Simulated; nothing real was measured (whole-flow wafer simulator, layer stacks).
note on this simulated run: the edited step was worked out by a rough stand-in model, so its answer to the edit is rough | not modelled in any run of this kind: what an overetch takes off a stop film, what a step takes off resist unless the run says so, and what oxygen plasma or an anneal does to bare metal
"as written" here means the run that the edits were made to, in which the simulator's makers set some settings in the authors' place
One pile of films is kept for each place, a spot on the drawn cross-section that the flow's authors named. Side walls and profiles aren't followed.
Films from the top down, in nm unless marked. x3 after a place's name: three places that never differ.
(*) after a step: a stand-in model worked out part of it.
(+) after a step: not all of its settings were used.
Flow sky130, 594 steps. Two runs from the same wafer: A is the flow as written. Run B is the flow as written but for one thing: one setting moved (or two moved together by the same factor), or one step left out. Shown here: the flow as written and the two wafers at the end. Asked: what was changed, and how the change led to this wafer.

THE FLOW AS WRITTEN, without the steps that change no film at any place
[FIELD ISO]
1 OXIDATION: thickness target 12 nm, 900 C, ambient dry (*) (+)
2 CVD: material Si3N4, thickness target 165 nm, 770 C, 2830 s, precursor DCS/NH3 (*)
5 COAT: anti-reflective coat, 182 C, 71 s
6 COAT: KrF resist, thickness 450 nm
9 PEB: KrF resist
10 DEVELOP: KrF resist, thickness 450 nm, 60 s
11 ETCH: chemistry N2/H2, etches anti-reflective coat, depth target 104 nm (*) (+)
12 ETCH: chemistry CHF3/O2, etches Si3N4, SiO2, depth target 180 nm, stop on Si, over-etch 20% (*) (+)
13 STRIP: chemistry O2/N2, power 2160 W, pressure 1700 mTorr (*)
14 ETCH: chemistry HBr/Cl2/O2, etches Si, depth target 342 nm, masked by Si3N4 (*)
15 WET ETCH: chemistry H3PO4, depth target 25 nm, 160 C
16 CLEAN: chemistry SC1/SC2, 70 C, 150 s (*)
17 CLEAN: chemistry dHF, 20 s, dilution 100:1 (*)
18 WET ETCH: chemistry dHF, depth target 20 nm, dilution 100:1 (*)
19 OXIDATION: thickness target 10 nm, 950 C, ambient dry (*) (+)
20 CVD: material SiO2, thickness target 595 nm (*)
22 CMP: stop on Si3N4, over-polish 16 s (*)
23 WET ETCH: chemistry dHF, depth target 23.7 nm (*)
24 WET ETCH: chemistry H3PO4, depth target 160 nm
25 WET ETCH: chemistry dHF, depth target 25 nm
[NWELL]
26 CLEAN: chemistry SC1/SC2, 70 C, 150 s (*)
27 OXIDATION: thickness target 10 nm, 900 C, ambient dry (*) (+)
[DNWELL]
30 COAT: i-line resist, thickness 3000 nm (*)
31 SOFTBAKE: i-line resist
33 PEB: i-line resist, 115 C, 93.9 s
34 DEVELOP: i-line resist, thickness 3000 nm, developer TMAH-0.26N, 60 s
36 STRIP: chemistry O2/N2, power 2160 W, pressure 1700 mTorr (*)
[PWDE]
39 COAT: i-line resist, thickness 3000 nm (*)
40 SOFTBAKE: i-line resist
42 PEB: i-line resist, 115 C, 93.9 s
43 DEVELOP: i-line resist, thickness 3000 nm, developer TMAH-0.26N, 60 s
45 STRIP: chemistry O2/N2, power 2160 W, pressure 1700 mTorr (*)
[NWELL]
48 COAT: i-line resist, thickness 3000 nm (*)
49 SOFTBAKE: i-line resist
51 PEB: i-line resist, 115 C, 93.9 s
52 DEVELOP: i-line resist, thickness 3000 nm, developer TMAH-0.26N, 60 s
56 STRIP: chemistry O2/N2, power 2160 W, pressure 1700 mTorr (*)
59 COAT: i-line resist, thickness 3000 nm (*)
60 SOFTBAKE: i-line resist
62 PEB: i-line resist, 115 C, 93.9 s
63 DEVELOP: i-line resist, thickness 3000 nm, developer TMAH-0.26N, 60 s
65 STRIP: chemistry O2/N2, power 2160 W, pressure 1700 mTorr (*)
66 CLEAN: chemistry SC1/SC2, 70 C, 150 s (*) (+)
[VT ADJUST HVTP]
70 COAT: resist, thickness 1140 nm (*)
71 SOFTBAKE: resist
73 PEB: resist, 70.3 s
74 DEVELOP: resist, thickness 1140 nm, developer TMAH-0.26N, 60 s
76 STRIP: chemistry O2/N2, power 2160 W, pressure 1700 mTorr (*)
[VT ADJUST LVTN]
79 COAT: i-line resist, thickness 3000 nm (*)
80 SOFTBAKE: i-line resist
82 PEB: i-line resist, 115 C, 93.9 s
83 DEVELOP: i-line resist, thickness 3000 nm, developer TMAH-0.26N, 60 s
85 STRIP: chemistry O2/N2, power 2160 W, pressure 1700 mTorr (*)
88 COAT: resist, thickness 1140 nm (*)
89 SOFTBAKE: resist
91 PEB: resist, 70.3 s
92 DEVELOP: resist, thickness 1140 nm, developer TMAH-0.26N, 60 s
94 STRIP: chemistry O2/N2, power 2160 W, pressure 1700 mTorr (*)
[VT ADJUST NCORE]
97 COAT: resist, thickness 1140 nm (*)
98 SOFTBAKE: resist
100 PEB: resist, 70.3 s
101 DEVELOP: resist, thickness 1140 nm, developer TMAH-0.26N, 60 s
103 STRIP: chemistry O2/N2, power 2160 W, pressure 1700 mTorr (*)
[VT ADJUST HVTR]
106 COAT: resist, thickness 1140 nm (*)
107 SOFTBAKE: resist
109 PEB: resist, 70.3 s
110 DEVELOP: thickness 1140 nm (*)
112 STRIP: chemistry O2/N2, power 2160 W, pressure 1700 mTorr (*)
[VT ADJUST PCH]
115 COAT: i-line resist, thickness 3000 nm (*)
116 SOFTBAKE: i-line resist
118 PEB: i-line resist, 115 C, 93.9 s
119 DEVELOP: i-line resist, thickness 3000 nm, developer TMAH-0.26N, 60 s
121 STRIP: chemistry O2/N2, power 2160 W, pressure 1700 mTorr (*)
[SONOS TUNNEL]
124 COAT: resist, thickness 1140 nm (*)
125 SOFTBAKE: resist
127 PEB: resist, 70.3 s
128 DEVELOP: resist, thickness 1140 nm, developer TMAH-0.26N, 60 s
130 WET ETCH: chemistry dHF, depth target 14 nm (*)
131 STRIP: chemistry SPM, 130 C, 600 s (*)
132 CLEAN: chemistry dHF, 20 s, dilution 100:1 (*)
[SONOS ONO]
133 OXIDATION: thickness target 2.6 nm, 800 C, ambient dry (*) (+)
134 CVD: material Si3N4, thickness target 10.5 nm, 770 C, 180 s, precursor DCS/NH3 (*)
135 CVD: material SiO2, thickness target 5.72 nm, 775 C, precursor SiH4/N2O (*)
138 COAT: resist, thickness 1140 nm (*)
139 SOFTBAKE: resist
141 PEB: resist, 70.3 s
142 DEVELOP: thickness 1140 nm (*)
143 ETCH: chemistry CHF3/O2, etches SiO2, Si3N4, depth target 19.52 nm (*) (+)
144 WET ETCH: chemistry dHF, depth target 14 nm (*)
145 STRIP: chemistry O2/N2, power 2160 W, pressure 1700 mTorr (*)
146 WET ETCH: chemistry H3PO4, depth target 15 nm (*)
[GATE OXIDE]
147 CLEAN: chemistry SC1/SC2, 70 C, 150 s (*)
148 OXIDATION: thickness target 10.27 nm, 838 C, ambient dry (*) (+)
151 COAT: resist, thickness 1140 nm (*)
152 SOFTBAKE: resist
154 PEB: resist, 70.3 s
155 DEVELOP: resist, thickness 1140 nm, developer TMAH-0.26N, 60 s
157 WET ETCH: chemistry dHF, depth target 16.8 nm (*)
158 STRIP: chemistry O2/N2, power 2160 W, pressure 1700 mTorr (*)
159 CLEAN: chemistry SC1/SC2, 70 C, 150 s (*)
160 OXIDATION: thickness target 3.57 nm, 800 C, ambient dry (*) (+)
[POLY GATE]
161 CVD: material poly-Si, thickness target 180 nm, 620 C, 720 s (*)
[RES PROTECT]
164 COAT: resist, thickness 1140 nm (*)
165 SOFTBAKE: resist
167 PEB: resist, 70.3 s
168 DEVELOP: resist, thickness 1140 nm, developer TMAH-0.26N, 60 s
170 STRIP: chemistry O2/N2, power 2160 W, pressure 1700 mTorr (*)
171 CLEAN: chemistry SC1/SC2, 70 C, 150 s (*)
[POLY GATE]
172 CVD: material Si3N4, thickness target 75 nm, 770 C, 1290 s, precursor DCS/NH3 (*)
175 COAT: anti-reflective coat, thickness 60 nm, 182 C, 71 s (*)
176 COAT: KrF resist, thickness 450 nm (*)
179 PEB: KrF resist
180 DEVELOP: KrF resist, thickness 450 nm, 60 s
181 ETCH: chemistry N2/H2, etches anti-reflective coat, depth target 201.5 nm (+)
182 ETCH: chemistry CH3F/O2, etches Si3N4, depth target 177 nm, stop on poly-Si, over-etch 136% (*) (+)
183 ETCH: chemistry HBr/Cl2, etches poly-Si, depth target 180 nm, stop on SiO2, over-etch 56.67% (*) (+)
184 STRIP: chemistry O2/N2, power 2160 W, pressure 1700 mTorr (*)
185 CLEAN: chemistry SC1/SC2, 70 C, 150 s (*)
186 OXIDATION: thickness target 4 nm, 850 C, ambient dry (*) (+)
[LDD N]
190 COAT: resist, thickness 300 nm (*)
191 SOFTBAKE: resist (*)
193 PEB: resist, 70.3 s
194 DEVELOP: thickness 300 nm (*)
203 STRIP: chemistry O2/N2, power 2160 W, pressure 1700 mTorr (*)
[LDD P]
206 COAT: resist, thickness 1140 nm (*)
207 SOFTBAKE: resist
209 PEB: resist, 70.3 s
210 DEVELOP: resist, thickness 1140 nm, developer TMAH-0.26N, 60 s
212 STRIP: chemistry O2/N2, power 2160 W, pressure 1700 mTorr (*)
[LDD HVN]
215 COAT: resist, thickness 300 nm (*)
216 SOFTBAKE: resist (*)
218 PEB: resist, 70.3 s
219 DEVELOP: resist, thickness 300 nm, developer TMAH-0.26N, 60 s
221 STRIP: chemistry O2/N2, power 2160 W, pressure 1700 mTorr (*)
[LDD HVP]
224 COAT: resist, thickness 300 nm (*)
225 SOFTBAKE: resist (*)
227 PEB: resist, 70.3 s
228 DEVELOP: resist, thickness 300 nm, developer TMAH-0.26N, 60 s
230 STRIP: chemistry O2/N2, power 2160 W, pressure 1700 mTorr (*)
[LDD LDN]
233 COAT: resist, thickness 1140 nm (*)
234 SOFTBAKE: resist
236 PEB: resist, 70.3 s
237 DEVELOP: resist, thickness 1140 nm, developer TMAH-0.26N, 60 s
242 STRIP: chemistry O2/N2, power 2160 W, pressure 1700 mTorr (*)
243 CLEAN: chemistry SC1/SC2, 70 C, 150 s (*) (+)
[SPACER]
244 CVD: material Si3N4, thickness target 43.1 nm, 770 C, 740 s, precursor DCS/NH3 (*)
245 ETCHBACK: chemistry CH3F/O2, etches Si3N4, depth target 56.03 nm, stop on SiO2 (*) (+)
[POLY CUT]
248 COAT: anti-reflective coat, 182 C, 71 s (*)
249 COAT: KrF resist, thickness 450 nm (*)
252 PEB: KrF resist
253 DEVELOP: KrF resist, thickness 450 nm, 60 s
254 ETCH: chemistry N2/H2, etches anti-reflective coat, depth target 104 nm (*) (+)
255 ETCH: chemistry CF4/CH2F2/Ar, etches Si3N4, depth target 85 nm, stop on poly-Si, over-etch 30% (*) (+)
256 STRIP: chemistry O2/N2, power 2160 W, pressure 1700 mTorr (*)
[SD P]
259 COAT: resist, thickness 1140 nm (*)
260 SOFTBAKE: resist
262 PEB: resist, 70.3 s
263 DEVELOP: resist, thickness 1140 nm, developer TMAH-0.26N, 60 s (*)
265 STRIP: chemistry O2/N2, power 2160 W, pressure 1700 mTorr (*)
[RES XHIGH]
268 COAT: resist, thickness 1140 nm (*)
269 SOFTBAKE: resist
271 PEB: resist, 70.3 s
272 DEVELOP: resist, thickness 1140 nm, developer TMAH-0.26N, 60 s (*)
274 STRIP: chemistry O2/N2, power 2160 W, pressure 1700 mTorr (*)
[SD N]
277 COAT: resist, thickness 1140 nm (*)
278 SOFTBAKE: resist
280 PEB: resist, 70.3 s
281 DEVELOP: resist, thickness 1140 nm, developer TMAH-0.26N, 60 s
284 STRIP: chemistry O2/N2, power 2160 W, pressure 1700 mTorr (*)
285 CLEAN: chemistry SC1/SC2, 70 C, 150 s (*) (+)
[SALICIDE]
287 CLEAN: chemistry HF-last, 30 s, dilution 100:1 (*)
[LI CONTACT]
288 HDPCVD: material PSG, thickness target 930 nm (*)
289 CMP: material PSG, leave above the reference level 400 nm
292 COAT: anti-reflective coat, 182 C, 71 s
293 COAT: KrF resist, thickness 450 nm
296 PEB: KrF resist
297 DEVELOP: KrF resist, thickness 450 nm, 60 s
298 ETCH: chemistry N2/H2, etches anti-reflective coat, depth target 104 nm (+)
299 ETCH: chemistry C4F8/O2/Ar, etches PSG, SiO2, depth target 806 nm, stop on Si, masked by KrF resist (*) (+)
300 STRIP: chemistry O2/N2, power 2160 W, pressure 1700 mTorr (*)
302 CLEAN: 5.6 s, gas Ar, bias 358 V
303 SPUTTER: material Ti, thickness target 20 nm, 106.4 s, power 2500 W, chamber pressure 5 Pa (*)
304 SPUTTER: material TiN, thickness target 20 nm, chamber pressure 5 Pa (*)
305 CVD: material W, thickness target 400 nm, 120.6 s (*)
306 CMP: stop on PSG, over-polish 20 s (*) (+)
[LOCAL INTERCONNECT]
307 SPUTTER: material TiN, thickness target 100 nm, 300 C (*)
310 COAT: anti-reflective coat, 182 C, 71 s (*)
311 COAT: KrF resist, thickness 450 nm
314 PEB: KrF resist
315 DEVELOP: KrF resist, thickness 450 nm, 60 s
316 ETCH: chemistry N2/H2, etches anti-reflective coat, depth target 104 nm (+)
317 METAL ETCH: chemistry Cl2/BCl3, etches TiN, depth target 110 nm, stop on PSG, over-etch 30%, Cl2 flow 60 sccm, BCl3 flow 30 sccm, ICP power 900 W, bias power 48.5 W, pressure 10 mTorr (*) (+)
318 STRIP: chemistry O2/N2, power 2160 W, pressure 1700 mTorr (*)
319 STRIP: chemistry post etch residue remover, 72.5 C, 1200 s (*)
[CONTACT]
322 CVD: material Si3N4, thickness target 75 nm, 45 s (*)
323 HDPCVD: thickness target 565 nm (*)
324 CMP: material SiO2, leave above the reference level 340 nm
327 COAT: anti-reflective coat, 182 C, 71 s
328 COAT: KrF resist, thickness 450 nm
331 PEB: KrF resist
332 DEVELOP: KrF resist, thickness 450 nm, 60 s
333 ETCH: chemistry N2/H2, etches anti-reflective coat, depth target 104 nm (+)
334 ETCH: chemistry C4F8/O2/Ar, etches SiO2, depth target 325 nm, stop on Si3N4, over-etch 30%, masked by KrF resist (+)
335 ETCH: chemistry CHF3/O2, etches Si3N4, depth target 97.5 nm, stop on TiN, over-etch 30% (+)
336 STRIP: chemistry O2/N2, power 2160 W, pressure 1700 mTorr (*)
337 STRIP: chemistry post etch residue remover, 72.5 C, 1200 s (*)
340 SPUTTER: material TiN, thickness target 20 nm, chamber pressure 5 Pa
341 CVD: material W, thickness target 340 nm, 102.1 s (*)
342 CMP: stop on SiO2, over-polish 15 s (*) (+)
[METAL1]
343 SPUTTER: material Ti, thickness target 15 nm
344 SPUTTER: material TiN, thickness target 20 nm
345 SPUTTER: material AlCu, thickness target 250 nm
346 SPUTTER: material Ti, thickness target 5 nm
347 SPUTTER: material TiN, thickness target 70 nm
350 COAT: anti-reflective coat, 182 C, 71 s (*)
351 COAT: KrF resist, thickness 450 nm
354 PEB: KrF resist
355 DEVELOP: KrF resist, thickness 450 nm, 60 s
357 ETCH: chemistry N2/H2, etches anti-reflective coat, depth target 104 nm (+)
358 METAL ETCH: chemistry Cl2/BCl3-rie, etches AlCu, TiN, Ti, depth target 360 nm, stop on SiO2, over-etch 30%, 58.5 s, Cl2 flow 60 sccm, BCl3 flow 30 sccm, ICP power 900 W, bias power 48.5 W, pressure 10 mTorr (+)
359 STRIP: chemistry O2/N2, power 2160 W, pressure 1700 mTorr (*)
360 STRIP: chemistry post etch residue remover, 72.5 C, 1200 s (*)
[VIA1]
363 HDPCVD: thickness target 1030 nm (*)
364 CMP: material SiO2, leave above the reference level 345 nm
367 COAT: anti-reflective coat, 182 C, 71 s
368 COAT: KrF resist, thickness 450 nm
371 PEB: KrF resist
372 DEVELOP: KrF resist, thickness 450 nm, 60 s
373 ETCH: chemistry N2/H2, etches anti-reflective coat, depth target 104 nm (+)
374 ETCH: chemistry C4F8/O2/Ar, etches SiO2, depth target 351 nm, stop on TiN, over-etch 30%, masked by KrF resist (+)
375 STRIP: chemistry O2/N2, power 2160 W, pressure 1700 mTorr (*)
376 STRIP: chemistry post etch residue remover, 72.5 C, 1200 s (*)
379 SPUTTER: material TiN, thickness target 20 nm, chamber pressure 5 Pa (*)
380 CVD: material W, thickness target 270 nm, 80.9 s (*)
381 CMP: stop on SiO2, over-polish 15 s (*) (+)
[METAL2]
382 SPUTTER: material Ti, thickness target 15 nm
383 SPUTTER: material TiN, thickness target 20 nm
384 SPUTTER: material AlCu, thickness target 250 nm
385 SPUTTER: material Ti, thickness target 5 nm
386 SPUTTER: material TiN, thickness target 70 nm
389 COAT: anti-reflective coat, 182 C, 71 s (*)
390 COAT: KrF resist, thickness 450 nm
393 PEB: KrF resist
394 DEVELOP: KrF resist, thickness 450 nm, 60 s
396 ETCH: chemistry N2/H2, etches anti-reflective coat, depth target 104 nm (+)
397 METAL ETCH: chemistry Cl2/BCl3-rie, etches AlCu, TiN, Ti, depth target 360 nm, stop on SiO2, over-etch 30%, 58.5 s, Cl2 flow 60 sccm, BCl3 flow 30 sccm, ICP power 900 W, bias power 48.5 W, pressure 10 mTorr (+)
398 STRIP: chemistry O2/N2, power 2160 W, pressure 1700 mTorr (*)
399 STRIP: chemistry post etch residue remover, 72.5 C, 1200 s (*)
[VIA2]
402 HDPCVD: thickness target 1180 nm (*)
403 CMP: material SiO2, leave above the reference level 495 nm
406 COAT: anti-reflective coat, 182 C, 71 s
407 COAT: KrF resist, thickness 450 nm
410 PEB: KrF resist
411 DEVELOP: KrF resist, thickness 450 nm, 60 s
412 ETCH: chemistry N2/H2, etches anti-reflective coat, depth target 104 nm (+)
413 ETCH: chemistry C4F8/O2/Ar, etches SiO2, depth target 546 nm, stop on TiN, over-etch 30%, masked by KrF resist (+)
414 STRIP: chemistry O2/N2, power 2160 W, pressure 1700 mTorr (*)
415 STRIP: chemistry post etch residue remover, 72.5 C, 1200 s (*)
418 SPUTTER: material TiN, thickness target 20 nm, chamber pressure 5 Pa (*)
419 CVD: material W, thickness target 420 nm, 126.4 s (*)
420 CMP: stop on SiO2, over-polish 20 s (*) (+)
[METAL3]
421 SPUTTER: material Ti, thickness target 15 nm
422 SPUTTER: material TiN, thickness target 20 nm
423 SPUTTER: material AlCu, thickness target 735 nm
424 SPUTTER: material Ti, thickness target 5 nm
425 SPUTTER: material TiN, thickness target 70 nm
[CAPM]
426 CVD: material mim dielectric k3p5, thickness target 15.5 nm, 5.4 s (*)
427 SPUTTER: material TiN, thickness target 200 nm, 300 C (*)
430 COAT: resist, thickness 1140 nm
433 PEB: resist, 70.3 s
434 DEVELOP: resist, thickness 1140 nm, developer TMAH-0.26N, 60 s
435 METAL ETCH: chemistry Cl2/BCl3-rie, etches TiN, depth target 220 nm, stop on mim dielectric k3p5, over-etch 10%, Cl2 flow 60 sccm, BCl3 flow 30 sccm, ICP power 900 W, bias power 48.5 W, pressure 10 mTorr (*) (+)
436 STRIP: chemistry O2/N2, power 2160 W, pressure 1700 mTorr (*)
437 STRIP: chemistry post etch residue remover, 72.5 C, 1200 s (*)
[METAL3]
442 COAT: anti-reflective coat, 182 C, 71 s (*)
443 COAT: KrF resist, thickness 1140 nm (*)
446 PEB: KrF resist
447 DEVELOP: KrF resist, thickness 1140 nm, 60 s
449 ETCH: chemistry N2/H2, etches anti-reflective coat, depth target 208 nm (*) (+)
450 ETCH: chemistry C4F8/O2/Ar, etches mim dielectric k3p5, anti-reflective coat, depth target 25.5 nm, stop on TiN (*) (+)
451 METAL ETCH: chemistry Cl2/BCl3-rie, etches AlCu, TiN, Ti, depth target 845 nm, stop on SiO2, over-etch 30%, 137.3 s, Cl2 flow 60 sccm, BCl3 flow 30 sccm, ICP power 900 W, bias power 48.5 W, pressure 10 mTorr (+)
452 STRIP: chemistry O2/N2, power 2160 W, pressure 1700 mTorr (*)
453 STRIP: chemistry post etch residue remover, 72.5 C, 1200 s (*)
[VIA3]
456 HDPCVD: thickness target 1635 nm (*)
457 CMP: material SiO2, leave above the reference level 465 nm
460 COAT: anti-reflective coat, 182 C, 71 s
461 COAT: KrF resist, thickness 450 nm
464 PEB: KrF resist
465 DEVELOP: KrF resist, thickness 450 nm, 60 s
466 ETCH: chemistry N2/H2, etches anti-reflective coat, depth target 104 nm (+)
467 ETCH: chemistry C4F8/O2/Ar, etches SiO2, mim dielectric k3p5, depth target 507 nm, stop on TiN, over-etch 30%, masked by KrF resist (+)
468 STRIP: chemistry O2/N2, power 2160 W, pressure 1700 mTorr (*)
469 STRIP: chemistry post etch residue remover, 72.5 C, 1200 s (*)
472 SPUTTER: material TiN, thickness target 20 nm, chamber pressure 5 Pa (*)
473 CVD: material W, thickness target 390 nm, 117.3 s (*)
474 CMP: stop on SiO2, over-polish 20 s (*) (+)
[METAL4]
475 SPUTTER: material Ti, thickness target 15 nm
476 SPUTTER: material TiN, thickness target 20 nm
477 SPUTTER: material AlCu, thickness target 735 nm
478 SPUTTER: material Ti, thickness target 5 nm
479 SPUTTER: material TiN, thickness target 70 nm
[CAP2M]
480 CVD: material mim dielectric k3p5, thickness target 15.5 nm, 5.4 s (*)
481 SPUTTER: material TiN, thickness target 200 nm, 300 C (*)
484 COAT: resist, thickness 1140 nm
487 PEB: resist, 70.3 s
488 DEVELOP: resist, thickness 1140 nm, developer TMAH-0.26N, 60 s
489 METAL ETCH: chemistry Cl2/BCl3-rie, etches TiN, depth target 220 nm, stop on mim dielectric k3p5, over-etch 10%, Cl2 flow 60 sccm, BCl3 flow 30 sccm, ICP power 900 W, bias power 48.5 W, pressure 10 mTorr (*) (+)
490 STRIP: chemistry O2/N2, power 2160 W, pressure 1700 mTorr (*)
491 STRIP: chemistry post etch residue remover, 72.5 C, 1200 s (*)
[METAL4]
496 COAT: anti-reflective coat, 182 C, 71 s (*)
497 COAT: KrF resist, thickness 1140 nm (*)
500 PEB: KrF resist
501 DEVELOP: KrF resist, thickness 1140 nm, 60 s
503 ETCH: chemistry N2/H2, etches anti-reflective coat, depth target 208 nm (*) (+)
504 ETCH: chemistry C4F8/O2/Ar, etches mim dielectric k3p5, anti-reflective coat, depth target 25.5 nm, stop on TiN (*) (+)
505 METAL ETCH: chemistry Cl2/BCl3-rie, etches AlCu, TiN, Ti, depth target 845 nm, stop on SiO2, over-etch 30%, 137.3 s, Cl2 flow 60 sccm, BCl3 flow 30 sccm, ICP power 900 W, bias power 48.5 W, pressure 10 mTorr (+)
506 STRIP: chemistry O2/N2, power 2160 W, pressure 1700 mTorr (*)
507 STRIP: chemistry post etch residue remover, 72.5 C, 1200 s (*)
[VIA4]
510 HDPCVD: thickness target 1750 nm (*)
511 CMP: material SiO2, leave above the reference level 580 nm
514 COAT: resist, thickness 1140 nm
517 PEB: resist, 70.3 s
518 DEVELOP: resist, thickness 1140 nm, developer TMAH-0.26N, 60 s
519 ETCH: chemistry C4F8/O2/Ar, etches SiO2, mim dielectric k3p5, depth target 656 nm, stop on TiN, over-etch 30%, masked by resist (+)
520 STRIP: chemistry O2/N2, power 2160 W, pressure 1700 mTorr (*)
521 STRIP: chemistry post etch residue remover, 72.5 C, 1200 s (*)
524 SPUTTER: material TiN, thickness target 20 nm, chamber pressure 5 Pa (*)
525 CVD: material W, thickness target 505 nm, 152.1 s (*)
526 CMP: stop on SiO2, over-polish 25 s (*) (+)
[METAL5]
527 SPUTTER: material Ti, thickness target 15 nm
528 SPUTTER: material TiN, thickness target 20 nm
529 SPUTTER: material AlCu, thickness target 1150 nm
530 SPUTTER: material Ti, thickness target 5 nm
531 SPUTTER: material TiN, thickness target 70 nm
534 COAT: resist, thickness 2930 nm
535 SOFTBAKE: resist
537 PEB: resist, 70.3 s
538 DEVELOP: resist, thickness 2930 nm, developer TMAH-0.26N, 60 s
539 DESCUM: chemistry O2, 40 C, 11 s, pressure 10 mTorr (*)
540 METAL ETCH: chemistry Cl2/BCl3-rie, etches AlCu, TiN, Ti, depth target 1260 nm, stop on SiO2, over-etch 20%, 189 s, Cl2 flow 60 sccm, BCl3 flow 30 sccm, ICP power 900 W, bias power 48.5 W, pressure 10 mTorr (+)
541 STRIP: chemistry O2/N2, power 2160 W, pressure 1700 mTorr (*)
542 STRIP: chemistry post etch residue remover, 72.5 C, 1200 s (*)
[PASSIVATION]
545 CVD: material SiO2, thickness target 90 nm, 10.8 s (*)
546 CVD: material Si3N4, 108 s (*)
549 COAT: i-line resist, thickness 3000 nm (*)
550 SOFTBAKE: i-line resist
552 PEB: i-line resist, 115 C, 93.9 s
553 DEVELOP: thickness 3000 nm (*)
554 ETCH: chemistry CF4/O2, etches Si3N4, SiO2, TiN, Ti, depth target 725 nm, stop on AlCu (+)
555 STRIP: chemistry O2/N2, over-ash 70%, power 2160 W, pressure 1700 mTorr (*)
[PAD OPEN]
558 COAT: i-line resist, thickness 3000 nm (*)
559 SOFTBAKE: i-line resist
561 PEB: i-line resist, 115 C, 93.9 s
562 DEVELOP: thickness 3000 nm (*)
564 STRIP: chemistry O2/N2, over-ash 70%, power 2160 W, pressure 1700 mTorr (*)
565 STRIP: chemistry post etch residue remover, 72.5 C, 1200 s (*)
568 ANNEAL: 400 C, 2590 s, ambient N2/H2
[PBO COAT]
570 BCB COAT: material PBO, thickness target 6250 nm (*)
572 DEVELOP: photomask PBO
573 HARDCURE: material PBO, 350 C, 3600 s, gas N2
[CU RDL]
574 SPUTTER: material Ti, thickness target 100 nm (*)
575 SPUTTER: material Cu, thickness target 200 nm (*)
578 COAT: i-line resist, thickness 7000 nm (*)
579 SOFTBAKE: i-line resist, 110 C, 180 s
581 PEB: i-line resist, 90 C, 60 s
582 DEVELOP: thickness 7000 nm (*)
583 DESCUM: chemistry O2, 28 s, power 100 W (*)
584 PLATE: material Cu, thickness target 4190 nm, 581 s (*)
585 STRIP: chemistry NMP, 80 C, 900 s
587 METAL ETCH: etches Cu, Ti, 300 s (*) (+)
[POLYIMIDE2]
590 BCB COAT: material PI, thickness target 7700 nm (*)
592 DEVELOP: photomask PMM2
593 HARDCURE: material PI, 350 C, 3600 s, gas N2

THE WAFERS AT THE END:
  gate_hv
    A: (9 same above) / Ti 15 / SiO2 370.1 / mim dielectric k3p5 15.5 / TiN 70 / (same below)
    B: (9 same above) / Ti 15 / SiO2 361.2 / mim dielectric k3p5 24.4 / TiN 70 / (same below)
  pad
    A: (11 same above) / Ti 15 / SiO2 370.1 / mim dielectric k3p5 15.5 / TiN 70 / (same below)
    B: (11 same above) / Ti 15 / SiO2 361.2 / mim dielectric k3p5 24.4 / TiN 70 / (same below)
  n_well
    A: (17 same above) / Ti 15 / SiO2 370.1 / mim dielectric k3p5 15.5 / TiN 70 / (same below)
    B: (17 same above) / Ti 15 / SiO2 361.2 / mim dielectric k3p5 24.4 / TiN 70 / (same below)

The cause: step 426, CVD: thickness target 24.4 nm was run, where the flow has thickness target 15.5 nm; step 426, CVD: 8.51 s was run, where the flow has 5.4 s.
It can be read off the wafer: gate_hv has mim dielectric k3p5 24.4, and step 426 as written asks for 15.5 nm.

How the change led to this, step by step:
  426 CVD: material mim dielectric k3p5, thickness target 15.5 nm, 5.4 s (*)
      field, active, n_well and 188 more: A mim dielectric k3p5 +15.5 (new film) | B mim dielectric k3p5 +24.4 (new film)
  450 ETCH: chemistry C4F8/O2/Ar, etches mim dielectric k3p5, anti-reflective coat, depth target 25.5 nm, stop on TiN (*) (+)
      n_well, p_well, gate_hv and 104 more: A KrF resist -15.5 | B KrF resist -17
      field, active, gate and 82 more: A mim dielectric k3p5 -15.5 (all of it) | B mim dielectric k3p5 -24.4 (all of it)
  467 ETCH: chemistry C4F8/O2/Ar, etches SiO2, mim dielectric k3p5, depth target 507 nm, stop on TiN, over-etch 30%, masked by KrF resist (+)
      m1: A SiO2 -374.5 (all of it), mim dielectric k3p5 -15.5 (all of it) | B SiO2 -365.6 (all of it), mim dielectric k3p5 -24.4 (all of it)
      via3_hole: A SiO2 -373.9 (all of it), mim dielectric k3p5 -15.5 (all of it) | B SiO2 -365 (all of it), mim dielectric k3p5 -24.4 (all of it)
